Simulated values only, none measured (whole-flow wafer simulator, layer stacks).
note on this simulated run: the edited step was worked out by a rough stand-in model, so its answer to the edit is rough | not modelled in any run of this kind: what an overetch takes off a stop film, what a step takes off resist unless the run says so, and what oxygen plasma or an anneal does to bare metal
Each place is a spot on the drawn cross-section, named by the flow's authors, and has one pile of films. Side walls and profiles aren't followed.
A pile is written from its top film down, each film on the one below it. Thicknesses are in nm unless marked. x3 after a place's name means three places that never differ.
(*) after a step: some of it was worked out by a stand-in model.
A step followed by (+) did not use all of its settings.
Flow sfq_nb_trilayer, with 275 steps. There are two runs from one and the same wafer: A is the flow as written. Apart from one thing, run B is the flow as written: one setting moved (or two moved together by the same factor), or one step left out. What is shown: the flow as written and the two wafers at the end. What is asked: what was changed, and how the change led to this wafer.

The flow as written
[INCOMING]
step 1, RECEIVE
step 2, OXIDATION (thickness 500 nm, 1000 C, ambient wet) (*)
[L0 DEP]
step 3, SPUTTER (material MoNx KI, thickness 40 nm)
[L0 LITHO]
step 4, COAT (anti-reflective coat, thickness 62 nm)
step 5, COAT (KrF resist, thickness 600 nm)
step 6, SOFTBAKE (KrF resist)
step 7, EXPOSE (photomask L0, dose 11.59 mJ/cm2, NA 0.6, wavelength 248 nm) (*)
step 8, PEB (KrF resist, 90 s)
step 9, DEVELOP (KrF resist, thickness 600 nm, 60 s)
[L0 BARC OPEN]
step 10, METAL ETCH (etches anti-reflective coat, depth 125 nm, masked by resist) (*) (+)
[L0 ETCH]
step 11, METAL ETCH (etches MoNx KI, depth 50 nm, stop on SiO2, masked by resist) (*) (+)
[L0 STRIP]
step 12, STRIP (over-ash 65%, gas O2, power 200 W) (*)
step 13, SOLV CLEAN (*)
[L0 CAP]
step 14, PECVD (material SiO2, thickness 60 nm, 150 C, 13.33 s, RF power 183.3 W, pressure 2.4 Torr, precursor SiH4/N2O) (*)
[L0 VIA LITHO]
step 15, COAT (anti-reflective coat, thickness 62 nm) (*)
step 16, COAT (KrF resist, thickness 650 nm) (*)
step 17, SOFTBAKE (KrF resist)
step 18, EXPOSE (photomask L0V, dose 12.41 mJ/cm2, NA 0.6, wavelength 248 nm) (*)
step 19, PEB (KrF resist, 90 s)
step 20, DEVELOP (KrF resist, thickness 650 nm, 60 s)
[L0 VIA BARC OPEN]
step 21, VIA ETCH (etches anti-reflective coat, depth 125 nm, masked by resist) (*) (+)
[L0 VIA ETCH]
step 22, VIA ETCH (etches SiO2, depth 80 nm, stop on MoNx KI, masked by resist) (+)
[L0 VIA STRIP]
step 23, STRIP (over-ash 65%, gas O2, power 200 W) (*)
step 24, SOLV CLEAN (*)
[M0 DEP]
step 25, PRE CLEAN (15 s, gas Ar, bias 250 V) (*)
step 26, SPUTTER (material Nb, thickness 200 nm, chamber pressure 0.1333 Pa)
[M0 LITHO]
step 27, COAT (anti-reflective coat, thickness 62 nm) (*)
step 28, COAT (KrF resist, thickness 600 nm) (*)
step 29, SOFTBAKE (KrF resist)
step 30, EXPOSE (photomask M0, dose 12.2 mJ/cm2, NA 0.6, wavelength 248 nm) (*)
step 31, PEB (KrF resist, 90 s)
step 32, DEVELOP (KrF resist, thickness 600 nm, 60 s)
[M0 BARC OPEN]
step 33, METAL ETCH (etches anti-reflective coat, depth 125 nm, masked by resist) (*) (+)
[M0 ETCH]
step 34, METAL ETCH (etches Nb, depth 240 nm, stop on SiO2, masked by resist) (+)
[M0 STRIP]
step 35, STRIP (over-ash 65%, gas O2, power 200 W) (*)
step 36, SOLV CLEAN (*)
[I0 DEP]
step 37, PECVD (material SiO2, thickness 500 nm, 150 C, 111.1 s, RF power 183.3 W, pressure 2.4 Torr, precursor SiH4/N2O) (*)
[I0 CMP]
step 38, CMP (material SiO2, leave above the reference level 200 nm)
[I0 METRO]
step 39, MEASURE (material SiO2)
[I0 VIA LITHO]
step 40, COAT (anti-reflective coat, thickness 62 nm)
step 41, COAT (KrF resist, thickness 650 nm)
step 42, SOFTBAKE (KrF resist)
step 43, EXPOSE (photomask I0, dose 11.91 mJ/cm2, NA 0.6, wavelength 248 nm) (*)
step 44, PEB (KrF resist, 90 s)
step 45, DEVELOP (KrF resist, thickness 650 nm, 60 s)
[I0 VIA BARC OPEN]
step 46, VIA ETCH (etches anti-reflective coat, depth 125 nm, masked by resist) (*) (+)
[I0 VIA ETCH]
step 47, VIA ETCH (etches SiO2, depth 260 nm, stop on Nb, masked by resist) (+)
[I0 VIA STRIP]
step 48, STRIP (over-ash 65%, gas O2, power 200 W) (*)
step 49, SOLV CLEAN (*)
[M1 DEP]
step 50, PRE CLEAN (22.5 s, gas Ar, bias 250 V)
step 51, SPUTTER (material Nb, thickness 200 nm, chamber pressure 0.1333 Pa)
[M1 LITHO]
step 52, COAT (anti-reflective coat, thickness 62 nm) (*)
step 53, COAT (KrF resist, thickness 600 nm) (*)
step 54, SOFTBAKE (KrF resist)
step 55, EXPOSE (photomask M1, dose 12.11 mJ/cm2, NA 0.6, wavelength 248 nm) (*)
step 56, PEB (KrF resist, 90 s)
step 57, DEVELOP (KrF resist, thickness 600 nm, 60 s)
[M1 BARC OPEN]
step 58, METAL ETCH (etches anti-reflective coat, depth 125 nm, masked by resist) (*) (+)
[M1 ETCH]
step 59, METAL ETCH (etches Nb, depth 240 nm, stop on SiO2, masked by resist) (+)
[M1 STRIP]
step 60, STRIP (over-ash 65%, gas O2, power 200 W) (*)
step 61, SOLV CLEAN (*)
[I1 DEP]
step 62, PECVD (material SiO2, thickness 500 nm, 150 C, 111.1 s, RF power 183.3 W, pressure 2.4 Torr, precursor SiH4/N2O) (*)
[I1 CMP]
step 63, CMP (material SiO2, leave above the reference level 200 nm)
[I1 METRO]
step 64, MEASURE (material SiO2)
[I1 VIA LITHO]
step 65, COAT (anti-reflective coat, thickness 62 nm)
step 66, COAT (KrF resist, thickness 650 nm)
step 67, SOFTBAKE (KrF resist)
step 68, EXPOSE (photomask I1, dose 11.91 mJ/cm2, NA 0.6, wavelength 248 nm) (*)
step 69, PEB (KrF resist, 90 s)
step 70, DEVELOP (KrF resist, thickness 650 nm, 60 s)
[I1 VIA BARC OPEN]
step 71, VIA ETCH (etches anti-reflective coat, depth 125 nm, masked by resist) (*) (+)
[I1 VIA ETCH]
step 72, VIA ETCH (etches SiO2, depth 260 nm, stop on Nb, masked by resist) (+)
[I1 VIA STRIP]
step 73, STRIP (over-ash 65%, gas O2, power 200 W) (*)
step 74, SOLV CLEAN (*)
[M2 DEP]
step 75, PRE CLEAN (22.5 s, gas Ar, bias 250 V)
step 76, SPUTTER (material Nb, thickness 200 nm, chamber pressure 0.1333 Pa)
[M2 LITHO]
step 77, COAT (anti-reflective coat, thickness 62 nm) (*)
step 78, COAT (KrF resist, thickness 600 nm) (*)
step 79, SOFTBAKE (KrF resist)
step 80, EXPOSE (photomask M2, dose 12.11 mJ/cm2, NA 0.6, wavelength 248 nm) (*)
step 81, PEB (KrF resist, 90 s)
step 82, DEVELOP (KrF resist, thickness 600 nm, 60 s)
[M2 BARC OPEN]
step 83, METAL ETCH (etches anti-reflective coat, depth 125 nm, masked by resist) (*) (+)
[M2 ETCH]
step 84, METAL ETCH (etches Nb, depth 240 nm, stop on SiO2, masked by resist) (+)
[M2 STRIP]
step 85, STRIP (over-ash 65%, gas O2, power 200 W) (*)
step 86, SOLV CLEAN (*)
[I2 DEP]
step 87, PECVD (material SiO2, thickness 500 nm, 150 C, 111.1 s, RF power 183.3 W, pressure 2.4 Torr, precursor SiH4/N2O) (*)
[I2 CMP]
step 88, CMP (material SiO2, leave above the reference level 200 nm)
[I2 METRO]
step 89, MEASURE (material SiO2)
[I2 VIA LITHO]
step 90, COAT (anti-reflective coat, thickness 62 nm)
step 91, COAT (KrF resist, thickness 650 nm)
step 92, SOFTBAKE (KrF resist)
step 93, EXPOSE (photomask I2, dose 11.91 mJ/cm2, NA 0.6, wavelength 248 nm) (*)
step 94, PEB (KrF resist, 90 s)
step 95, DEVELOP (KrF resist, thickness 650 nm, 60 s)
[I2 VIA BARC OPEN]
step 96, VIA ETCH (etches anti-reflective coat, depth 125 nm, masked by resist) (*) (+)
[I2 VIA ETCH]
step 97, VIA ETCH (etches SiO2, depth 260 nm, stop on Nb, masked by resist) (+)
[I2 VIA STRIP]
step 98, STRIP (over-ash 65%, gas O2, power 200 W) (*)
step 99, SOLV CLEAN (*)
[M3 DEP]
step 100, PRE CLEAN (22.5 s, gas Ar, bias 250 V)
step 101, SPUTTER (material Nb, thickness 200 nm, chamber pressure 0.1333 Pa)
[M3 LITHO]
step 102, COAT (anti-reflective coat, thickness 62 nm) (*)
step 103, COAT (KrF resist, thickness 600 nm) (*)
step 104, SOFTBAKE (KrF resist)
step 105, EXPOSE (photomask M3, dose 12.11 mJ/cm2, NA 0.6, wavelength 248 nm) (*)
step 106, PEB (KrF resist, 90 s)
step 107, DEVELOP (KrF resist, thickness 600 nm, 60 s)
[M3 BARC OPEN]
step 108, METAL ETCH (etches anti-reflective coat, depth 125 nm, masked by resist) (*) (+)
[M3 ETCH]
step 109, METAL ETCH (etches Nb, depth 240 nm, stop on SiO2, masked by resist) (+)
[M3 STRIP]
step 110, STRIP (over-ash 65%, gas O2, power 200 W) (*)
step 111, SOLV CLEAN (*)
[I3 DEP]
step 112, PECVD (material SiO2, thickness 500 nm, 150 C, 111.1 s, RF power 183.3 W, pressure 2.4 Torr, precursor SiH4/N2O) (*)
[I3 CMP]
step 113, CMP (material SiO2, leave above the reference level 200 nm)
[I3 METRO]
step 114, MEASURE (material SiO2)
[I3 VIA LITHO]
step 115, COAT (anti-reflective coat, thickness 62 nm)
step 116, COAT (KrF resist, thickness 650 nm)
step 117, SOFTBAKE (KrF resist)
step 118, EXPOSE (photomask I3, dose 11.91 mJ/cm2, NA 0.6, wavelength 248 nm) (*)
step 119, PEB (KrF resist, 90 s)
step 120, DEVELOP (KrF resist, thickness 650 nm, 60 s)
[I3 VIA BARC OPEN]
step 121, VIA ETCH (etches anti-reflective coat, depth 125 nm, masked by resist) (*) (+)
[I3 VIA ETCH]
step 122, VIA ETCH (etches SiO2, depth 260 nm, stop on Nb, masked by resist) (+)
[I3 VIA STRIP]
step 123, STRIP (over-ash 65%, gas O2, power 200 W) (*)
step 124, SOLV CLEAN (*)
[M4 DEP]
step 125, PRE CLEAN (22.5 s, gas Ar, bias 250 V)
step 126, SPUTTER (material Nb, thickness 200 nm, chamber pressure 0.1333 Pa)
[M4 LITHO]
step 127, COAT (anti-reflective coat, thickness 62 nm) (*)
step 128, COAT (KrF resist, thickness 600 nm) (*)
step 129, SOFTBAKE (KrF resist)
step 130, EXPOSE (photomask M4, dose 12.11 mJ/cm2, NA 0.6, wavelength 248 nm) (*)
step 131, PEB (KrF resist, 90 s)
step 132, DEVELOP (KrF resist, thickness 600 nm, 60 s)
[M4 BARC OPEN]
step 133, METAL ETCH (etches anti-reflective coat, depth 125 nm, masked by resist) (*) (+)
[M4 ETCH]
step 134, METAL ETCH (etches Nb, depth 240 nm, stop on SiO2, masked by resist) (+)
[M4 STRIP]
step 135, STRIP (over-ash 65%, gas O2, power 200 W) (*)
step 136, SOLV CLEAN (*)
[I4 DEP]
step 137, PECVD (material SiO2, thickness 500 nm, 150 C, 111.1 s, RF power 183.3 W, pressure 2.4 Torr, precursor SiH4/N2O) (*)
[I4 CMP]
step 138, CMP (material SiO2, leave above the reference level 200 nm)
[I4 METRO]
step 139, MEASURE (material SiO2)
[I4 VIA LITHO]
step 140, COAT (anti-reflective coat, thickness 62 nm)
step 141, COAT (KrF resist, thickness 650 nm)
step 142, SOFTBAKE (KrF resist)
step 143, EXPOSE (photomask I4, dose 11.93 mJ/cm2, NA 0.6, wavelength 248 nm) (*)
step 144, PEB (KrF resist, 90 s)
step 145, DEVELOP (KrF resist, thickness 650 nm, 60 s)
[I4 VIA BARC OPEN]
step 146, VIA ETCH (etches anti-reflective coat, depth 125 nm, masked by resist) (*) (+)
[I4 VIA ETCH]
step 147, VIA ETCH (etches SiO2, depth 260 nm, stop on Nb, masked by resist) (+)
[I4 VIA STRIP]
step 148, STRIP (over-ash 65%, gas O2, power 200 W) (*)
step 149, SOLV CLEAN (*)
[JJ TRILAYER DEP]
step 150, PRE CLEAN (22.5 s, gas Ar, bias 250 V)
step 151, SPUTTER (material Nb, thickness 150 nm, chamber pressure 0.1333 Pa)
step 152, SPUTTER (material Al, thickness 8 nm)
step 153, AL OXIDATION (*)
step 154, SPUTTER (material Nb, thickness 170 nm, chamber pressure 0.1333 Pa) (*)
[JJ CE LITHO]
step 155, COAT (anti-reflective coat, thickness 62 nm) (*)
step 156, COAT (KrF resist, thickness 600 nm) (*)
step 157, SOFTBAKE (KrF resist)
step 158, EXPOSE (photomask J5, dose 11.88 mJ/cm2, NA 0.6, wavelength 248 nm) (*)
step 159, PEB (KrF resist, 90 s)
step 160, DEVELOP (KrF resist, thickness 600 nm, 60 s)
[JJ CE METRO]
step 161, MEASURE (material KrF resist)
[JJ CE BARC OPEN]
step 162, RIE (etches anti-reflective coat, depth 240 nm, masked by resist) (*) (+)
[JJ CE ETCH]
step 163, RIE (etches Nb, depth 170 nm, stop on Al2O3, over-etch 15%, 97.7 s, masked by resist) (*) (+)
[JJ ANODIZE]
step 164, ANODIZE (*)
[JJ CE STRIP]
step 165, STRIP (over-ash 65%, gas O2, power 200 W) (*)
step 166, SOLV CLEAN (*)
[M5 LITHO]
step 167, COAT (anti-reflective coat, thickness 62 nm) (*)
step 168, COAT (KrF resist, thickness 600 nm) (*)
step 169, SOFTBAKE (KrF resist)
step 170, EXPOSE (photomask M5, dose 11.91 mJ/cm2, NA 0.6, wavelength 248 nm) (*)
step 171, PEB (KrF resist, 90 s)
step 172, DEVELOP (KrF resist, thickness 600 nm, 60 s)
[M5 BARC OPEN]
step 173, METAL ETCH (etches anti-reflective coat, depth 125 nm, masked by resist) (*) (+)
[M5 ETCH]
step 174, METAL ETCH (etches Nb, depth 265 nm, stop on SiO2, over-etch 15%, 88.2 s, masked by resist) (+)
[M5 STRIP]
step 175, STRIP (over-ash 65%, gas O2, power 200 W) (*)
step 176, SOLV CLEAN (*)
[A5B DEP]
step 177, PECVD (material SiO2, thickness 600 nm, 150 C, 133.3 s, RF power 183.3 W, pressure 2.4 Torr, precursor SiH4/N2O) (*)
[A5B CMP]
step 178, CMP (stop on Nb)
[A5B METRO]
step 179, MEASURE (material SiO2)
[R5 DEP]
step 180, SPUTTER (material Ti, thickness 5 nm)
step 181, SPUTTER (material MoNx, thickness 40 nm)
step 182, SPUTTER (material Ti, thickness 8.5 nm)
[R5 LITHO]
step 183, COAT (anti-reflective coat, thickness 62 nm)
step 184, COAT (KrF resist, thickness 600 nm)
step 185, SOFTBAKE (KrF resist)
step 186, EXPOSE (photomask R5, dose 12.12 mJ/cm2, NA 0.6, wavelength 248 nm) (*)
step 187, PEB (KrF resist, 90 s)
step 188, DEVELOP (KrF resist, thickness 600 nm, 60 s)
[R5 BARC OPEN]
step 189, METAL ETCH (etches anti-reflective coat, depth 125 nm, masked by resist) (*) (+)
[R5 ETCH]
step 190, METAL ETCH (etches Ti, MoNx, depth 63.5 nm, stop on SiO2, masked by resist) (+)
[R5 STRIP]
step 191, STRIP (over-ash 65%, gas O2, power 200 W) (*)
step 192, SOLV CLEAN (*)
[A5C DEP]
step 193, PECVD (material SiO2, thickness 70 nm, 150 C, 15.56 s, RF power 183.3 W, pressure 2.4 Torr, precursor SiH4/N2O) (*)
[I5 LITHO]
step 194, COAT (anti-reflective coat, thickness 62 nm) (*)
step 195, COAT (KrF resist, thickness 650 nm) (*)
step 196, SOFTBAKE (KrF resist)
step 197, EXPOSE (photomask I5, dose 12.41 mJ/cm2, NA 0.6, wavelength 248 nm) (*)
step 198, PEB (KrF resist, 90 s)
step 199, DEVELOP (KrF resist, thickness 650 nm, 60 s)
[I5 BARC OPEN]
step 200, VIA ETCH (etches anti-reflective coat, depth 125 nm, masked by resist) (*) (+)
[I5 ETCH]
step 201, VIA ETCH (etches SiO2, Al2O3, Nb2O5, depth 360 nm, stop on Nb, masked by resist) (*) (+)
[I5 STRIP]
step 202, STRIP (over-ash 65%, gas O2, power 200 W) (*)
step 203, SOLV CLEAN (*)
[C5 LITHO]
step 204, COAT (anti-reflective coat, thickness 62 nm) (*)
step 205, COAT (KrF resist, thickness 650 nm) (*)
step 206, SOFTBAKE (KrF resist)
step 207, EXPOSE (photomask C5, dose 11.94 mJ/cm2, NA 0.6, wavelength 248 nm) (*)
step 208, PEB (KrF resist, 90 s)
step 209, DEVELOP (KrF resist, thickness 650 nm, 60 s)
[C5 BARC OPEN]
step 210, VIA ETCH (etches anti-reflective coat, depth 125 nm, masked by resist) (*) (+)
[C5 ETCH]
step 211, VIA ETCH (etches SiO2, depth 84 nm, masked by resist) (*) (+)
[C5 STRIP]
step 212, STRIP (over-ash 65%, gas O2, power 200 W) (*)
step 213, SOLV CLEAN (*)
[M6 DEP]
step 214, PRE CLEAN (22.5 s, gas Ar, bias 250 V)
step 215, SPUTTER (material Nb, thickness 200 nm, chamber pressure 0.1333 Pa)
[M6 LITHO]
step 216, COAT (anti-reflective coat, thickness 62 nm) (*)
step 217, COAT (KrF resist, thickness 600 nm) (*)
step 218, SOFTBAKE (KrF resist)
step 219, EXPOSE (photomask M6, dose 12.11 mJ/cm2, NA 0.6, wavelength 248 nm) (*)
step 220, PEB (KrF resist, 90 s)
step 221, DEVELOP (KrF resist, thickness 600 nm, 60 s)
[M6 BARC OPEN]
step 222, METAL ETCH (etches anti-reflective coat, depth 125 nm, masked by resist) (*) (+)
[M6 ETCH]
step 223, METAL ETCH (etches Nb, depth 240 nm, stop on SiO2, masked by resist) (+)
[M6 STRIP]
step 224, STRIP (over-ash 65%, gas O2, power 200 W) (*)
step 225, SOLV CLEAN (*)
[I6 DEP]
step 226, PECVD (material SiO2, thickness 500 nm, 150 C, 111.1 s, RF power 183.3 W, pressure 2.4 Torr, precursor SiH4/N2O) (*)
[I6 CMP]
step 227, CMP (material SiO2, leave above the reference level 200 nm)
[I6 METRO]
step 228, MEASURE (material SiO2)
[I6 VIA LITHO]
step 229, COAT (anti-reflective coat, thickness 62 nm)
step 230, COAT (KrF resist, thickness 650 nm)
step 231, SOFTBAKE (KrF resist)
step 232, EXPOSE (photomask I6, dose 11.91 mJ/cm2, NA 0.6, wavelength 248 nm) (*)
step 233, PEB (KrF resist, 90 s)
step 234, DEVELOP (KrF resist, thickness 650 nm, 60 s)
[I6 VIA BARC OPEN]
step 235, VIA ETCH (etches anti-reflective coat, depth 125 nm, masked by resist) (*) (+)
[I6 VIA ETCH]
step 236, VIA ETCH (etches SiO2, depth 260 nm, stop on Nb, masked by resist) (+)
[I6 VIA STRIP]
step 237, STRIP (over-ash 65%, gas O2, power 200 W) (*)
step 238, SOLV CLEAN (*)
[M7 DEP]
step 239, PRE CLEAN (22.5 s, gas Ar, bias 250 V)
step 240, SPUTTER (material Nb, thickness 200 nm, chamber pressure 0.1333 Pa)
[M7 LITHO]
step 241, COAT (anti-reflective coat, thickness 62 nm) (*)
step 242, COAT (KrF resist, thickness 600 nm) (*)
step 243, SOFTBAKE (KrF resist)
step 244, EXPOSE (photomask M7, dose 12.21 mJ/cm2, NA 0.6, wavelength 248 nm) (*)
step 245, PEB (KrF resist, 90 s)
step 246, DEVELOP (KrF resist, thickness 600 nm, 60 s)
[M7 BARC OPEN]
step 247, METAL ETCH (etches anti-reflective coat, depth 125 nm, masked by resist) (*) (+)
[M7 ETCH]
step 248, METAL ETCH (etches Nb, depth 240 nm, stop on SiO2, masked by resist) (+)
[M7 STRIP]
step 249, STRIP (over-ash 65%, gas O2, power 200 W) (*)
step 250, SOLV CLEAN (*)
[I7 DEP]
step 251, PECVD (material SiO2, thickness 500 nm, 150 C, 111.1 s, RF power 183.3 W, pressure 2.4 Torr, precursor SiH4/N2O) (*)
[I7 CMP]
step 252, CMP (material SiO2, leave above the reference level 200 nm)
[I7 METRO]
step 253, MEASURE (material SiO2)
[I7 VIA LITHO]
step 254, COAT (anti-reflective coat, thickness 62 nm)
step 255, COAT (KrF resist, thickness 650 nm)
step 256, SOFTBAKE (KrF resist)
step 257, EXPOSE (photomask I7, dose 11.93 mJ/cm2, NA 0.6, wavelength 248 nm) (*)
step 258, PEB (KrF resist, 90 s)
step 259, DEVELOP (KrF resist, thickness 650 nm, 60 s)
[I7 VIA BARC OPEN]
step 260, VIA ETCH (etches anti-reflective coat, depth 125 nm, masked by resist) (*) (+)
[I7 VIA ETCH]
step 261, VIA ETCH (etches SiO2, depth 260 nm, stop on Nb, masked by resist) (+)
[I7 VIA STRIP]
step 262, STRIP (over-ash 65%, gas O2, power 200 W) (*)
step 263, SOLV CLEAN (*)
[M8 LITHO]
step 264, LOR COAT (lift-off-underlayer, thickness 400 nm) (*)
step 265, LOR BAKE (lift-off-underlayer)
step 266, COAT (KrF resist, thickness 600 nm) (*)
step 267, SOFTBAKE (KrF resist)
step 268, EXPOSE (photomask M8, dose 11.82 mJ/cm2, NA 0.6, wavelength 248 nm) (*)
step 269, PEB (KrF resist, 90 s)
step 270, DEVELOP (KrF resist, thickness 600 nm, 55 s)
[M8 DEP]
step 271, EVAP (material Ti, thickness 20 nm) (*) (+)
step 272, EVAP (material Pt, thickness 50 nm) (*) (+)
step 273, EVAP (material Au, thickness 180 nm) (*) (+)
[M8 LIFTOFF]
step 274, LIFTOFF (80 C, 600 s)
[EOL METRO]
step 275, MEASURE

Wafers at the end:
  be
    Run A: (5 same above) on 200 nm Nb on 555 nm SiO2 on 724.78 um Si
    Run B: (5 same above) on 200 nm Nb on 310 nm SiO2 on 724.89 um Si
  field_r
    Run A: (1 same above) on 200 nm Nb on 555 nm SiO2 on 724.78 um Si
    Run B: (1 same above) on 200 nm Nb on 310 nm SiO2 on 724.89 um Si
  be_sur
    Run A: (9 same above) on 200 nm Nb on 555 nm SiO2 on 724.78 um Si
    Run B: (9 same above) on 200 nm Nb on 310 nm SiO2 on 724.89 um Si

What caused this: step 2, OXIDATION: thickness 255 nm was run, whereas the flow has thickness 500 nm.

How this came from the change, step by step:
  step 2, OXIDATION (thickness 500 nm, 1000 C, ambient wet) (*)
      field_l, v_sur, via_wl and 103 more: A +500 SiO2 (new film), -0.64 chemical SiO2 (all of it), -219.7 Si | B +255 SiO2 (new film), -0.64 chemical SiO2 (all of it), -111.9 Si
